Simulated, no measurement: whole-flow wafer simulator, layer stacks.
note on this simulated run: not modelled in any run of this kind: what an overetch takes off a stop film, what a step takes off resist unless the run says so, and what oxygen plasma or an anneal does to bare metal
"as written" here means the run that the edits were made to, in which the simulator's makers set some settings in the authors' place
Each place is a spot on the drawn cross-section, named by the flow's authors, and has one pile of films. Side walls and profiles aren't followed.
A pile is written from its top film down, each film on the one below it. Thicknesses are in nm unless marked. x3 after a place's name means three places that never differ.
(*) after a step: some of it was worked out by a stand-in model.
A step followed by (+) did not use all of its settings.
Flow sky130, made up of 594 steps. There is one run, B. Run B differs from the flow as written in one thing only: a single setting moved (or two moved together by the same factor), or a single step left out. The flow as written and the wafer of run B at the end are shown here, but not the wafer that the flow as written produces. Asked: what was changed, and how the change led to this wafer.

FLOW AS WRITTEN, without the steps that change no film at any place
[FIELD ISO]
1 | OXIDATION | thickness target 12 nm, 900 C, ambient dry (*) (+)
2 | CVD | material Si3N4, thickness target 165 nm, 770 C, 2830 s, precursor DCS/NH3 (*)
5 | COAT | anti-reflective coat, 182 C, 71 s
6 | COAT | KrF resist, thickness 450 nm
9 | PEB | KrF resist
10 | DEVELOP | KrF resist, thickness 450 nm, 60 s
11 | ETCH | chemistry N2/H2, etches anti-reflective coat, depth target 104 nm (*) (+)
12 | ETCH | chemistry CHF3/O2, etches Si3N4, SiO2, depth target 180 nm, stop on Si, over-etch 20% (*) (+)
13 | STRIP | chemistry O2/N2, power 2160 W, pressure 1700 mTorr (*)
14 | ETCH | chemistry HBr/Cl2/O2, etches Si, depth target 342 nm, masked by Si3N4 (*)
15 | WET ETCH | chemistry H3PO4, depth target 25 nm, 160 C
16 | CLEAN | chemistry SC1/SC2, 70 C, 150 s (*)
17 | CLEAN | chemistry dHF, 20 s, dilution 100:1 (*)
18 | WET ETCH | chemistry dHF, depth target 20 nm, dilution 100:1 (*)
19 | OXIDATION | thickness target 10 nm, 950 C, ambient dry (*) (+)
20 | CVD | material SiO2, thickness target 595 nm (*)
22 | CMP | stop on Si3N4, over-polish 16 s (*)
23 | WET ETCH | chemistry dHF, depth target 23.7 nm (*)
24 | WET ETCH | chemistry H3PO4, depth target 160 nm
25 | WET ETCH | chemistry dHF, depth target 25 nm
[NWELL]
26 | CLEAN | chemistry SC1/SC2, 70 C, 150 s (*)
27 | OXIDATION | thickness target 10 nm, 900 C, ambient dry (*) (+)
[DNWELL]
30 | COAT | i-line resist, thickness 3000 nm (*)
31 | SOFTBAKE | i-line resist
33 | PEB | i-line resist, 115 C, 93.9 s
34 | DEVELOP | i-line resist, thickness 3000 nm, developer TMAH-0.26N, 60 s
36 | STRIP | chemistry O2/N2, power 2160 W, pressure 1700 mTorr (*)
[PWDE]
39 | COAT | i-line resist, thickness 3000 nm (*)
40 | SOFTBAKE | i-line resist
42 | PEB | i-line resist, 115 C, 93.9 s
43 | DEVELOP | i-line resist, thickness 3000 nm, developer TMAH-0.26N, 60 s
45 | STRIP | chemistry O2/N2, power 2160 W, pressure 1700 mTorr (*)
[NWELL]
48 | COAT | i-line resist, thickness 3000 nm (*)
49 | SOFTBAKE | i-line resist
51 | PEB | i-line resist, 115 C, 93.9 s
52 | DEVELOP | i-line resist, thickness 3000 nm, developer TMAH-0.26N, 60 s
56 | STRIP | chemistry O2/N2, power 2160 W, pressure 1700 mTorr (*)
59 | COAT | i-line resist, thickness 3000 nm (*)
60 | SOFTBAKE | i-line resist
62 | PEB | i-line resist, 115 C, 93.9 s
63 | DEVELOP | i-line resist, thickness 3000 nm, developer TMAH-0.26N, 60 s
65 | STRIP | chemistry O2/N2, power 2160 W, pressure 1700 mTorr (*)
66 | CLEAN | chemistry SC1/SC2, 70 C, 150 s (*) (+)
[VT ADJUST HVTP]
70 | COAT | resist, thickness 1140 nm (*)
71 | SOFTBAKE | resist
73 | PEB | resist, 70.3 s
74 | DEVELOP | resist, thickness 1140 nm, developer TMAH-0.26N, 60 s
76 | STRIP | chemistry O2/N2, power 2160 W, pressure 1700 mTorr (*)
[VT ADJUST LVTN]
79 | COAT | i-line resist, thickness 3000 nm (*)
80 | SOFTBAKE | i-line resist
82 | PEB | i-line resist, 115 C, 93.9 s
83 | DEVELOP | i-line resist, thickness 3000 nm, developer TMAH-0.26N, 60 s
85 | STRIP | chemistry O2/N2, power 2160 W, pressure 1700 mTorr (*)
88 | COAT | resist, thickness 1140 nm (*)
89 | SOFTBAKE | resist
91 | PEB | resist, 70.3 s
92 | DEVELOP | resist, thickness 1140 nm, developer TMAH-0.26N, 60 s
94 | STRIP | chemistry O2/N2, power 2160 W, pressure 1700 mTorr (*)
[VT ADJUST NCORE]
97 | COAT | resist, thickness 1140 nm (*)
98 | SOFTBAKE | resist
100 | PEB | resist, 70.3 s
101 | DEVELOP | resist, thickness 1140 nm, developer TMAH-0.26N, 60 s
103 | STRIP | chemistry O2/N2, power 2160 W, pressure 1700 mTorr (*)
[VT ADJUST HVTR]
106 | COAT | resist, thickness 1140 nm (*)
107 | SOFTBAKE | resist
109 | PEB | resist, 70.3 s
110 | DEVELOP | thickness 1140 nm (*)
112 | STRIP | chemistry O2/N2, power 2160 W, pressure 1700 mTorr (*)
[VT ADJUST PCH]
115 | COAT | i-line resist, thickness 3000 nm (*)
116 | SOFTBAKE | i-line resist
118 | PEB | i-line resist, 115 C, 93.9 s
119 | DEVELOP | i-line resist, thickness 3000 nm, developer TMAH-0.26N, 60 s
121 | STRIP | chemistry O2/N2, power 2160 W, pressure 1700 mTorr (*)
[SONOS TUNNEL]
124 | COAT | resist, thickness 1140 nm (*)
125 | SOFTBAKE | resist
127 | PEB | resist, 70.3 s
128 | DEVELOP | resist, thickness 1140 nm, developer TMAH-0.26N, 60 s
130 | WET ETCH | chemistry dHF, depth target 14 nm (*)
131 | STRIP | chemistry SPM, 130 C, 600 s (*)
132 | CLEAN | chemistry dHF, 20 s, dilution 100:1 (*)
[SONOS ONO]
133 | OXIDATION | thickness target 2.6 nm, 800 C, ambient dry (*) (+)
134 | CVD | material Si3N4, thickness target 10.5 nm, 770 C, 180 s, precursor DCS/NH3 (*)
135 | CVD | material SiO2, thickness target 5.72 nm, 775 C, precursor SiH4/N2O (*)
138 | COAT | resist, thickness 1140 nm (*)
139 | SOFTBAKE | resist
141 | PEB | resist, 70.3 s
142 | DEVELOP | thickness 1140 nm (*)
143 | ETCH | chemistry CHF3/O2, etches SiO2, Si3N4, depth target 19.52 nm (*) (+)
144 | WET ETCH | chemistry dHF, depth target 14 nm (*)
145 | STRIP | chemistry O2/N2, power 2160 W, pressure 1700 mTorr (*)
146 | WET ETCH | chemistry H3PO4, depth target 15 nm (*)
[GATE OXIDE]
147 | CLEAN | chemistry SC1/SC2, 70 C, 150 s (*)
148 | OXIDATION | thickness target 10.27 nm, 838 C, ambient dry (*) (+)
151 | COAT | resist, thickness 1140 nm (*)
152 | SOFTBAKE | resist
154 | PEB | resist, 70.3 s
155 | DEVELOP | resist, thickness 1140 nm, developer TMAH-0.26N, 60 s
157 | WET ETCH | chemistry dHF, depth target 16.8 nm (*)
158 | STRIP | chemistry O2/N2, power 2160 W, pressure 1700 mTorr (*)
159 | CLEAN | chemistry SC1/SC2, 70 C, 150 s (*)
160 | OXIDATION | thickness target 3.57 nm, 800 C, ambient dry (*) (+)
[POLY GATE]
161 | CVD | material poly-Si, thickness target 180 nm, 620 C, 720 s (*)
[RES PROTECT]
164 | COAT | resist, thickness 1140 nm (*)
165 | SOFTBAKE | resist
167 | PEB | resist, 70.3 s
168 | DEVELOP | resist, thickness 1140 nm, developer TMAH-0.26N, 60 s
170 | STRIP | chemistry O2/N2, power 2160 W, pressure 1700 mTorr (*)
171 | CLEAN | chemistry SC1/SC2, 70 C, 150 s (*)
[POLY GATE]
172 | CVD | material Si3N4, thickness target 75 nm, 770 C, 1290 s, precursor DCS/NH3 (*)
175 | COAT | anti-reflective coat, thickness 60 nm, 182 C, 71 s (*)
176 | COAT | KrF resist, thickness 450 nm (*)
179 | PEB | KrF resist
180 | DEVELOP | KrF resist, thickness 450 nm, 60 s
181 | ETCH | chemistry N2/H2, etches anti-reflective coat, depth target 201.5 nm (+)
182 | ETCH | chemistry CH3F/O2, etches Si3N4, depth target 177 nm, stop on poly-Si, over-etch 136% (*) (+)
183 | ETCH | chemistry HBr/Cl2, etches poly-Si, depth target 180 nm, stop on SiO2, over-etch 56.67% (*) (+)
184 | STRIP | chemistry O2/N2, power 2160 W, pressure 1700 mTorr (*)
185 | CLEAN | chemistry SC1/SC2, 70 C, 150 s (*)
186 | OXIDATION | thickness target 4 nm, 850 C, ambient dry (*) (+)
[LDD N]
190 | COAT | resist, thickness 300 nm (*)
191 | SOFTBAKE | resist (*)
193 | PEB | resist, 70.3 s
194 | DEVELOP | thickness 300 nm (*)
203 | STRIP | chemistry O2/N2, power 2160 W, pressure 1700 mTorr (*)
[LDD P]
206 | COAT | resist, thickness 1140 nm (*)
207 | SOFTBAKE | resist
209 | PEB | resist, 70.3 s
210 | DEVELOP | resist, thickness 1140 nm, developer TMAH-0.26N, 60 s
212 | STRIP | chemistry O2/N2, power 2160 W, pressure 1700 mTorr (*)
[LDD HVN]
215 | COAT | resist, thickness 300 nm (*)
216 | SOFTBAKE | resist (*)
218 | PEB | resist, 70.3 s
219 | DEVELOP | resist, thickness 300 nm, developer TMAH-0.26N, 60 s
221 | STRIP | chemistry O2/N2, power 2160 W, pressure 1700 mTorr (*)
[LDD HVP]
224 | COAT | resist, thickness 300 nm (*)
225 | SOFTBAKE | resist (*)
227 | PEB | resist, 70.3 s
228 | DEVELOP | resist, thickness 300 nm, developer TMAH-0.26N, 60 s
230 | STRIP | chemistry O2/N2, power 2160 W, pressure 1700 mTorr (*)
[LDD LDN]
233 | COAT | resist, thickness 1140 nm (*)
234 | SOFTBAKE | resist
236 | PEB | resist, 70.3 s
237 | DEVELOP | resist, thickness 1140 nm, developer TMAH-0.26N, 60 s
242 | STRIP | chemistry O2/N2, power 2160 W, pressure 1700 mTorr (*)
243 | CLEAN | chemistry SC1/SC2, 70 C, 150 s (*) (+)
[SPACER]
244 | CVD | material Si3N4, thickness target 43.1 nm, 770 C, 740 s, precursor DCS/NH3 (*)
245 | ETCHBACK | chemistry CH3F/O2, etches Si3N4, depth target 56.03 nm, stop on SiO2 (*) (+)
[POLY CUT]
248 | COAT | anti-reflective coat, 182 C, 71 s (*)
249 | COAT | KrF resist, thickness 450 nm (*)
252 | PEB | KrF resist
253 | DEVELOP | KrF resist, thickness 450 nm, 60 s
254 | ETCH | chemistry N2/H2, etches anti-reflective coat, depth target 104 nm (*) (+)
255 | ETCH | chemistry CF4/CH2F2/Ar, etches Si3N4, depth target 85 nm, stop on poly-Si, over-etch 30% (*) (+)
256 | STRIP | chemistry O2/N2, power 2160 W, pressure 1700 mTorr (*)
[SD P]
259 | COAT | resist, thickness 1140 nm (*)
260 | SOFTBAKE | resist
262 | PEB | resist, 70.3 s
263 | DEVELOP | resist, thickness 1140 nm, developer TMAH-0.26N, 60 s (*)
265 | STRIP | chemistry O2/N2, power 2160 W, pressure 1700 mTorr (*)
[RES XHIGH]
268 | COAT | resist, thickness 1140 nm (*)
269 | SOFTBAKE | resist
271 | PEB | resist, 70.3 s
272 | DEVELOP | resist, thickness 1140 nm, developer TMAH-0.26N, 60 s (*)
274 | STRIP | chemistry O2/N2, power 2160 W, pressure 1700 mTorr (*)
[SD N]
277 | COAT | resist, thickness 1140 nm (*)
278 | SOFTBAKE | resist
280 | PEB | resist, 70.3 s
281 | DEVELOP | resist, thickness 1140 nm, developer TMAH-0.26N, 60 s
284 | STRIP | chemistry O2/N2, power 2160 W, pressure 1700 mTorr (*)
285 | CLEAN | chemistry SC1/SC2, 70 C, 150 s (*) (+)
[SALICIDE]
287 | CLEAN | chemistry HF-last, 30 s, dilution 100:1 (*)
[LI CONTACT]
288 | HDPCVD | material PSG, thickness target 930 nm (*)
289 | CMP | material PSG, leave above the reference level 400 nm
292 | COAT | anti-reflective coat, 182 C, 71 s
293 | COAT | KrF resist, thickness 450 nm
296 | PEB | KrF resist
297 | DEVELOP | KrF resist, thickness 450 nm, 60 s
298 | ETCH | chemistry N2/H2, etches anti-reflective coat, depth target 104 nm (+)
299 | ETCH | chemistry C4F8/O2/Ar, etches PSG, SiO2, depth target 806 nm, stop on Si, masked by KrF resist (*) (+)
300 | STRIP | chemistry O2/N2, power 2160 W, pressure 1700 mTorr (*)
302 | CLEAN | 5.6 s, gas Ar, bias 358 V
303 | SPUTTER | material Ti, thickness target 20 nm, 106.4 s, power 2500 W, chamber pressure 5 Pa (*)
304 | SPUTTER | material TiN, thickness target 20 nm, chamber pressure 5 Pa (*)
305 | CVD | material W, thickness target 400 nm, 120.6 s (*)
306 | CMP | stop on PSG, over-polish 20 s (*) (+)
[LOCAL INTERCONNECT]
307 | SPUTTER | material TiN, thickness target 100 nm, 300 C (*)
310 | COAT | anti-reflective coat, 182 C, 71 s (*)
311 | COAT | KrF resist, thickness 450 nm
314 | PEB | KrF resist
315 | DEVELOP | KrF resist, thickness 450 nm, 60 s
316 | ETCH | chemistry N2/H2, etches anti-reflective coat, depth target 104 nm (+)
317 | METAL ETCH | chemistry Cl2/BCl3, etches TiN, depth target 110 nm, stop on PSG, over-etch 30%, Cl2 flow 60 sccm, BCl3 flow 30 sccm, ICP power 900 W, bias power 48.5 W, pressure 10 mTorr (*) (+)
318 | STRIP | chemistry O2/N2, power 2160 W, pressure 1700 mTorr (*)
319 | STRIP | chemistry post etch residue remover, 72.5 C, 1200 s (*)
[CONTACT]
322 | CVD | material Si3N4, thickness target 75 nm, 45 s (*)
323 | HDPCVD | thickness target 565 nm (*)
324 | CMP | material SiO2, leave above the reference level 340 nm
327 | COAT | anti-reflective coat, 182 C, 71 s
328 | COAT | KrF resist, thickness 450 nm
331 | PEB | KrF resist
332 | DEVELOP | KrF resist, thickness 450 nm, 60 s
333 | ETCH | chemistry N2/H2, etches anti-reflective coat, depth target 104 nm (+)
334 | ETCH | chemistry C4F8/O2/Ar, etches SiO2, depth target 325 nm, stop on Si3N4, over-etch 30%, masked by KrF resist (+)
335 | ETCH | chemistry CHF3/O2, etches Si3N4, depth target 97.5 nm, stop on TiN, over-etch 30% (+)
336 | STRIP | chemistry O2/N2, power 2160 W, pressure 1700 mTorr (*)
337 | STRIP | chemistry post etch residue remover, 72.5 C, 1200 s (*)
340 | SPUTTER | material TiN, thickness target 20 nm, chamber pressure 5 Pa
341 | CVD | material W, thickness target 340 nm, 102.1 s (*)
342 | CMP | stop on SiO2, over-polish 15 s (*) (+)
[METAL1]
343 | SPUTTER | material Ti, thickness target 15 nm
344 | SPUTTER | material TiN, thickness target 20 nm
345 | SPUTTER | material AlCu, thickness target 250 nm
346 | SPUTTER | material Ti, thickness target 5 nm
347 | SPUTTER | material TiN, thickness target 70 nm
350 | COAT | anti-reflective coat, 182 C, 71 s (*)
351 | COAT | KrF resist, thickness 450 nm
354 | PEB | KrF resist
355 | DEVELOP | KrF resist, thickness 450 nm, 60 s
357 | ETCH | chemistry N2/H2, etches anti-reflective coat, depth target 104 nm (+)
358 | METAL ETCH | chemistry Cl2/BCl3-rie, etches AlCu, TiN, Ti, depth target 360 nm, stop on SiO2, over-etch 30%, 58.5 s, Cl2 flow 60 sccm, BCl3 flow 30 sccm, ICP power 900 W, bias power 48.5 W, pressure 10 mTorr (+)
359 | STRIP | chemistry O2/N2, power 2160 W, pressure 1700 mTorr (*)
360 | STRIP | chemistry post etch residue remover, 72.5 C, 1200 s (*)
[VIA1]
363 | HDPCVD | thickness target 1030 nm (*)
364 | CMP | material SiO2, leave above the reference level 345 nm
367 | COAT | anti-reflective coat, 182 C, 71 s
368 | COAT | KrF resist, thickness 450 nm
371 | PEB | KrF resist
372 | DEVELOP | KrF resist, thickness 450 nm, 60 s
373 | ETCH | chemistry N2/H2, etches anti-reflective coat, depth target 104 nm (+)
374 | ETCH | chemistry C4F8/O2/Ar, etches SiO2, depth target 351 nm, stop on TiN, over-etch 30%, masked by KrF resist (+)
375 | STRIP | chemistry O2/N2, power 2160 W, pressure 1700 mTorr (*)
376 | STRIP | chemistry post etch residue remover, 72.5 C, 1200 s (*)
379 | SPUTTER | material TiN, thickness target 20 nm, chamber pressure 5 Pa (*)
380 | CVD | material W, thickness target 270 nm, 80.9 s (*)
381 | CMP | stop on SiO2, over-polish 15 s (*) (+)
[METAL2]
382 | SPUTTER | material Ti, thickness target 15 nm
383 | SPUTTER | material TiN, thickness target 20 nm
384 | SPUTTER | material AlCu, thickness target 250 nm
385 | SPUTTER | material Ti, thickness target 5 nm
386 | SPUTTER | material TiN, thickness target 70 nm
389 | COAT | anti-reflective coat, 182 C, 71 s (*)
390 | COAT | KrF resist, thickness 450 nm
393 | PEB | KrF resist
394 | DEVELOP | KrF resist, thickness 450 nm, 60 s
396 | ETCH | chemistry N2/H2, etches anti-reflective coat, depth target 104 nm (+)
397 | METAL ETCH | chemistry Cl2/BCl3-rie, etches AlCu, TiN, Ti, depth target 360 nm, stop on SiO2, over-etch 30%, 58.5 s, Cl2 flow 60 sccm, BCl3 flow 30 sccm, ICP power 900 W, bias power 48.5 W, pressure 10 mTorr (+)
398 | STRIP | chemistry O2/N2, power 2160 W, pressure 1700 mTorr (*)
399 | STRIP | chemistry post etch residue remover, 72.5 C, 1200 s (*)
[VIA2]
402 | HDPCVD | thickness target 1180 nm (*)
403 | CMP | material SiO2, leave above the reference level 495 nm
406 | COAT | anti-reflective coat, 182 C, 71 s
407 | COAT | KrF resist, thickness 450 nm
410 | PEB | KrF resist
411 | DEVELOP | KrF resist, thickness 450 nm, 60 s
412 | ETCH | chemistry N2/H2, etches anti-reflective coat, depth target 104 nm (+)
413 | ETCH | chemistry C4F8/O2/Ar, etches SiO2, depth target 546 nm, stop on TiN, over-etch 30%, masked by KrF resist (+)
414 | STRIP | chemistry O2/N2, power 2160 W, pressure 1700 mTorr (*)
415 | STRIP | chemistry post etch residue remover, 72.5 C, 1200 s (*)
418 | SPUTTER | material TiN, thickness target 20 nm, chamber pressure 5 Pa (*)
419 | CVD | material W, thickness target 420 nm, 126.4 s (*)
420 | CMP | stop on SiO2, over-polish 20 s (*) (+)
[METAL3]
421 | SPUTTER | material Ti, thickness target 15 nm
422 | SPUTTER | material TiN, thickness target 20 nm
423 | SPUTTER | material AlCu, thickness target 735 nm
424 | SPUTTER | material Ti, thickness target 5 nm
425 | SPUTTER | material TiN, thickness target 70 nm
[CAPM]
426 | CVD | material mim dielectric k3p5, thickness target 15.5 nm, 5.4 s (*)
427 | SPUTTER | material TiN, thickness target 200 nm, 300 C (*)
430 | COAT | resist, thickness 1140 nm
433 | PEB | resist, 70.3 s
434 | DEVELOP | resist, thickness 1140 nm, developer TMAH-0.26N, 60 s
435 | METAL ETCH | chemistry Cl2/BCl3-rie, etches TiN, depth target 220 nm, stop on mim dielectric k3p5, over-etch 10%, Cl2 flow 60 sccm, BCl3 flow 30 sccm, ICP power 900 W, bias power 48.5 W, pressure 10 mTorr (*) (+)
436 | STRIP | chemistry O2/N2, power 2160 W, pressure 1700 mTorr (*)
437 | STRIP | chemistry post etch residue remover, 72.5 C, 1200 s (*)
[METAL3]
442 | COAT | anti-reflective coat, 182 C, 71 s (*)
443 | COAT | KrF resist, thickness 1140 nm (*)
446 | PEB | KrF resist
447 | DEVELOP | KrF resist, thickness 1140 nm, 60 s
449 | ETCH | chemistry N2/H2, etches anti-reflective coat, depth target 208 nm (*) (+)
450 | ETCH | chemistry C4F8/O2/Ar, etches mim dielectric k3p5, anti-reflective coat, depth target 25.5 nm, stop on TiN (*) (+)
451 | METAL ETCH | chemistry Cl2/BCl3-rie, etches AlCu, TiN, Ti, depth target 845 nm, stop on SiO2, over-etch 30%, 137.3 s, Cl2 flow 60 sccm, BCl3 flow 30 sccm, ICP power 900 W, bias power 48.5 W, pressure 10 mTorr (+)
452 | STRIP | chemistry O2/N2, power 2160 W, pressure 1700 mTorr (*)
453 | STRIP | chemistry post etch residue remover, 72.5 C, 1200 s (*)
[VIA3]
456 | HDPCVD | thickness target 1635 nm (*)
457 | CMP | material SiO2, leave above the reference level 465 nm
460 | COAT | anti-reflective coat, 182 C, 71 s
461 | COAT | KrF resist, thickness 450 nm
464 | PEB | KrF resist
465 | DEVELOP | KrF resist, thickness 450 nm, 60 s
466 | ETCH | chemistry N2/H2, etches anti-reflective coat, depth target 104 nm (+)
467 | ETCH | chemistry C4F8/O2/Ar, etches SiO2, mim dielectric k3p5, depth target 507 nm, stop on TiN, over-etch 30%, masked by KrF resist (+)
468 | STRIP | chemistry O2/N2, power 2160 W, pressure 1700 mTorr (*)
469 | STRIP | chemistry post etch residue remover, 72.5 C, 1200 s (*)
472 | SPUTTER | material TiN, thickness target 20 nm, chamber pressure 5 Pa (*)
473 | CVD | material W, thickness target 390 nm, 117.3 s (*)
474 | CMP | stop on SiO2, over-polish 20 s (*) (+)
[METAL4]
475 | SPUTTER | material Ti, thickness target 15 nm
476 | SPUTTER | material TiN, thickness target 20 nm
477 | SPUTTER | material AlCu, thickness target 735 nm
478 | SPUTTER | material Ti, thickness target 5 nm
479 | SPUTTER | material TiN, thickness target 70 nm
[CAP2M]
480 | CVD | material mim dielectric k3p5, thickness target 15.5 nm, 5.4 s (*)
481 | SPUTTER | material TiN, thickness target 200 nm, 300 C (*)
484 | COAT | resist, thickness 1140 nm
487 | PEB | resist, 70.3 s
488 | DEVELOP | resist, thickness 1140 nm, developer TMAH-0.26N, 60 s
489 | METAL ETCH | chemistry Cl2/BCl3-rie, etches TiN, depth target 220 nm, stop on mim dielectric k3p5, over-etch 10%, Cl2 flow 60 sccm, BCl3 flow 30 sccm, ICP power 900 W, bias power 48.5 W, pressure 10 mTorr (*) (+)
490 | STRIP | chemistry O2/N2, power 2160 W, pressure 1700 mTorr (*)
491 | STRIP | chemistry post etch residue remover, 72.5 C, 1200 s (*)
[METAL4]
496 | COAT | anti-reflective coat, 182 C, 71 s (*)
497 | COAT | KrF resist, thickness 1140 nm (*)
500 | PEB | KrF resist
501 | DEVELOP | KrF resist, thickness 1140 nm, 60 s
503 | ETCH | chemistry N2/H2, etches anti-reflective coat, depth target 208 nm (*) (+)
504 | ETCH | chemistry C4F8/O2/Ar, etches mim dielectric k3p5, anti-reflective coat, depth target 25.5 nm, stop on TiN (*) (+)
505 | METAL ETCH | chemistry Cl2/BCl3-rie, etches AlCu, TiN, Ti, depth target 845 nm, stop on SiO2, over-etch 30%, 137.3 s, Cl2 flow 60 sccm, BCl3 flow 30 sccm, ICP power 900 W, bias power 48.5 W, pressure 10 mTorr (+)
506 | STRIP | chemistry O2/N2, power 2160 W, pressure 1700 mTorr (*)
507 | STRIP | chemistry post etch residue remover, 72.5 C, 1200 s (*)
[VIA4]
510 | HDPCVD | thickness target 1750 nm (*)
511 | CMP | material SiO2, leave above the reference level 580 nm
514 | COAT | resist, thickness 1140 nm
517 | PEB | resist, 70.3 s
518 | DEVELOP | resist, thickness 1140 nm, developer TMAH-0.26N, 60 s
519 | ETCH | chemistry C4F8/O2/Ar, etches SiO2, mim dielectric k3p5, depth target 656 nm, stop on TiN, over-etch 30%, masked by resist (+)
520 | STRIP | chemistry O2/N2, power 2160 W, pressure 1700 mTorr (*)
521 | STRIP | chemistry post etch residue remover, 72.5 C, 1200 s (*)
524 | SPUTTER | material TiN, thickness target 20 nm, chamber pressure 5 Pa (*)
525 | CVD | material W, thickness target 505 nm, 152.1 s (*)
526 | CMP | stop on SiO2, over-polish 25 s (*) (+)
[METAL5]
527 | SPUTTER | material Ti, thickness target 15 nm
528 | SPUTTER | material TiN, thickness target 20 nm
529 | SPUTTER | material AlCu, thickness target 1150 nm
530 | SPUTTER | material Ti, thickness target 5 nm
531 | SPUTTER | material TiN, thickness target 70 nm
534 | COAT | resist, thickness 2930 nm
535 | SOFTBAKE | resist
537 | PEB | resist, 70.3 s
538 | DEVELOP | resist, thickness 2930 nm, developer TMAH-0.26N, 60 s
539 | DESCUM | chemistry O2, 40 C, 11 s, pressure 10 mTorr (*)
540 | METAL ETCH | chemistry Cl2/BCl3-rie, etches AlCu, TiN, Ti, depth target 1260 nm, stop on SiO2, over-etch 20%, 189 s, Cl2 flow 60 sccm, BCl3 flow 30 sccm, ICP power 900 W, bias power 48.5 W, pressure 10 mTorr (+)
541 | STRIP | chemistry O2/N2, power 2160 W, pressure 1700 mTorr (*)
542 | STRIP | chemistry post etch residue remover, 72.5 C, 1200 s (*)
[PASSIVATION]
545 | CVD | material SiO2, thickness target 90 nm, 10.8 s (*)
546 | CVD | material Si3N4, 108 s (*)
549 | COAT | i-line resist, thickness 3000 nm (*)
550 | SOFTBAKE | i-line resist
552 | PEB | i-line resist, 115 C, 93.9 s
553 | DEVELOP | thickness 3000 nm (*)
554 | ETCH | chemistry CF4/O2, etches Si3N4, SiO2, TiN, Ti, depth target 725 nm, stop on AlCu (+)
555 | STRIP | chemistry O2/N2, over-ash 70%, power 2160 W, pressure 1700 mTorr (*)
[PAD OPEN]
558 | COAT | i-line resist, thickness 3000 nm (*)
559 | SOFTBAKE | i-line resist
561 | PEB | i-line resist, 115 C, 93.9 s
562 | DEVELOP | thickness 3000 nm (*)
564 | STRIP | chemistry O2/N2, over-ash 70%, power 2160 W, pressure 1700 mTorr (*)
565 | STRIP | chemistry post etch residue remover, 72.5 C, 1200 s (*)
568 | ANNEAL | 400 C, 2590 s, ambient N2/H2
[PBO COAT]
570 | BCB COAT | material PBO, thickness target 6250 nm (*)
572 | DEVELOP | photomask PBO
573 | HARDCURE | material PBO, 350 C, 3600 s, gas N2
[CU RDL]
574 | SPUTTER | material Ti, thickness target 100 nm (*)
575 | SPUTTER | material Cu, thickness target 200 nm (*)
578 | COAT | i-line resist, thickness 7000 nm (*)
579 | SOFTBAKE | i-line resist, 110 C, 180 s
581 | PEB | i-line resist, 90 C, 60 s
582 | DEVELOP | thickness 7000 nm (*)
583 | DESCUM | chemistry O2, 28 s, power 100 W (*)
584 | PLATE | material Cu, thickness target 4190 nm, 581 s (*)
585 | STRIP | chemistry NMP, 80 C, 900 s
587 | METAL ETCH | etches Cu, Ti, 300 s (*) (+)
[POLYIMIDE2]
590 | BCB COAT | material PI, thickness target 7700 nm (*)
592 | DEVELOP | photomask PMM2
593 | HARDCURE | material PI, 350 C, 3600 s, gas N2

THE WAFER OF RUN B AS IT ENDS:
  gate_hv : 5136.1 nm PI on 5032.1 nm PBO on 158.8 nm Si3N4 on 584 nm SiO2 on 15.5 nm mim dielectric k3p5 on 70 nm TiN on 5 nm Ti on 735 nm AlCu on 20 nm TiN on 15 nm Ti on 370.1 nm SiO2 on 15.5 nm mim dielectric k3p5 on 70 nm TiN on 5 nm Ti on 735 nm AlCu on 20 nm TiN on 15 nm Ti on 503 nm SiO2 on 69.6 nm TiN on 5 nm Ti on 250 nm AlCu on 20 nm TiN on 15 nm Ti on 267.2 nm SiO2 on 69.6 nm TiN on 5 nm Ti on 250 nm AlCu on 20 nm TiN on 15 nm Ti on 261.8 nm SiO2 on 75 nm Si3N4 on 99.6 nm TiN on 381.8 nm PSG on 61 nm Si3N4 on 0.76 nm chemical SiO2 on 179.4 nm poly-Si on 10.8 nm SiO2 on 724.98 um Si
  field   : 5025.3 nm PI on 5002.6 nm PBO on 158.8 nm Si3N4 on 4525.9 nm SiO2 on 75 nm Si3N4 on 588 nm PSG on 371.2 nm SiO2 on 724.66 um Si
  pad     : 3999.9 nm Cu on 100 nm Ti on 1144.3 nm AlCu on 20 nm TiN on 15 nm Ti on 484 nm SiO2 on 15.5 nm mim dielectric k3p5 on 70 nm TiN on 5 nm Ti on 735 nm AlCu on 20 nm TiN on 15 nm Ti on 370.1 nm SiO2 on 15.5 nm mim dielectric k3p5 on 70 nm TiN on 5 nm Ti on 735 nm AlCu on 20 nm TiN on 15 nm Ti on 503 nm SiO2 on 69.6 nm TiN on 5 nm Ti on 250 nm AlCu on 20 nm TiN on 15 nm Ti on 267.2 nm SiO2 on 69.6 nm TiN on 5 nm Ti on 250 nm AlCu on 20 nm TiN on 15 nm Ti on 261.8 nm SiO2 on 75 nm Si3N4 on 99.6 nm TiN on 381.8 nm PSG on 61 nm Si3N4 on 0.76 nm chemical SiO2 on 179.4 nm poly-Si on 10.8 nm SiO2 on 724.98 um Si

What caused this: step 403, CMP: leave above the reference level 582 nm was run, whereas the flow has leave above the reference level 495 nm.

Step by step, how the change led to this:
  403 | CMP | material SiO2, leave above the reference level 495 nm
      n_well, p_well, gate_hv and 101 more: -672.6 SiO2 (in the flow as written it would be: -759.6 SiO2)
      field, active, gate and 82 more: -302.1 SiO2 (in the flow as written it would be: -389.1 SiO2)
      (also at 2 further places)
  413 | ETCH | chemistry C4F8/O2/Ar, etches SiO2, depth target 546 nm, stop on TiN, over-etch 30%, masked by KrF resist (+)
      m1: -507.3 SiO2 (all of it) (in the flow as written it would be: -420.3 SiO2 (all of it))
      via2_hole: -506.8 SiO2 (all of it) (in the flow as written it would be: -419.8 SiO2 (all of it))
  418 | SPUTTER | material TiN, thickness target 20 nm, chamber pressure 5 Pa (*)
      m1: +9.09 TiN (in the flow as written it would be: +10.2 TiN)
      via2_hole: +9.08 TiN (in the flow as written it would be: +10.2 TiN)
  419 | CVD | material W, thickness target 420 nm, 126.4 s (*)
      m1: +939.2 W (new film) (in the flow as written it would be: +851.1 W (new film))
      via2_hole: +938.8 W (new film) (in the flow as written it would be: +850.7 W (new film))
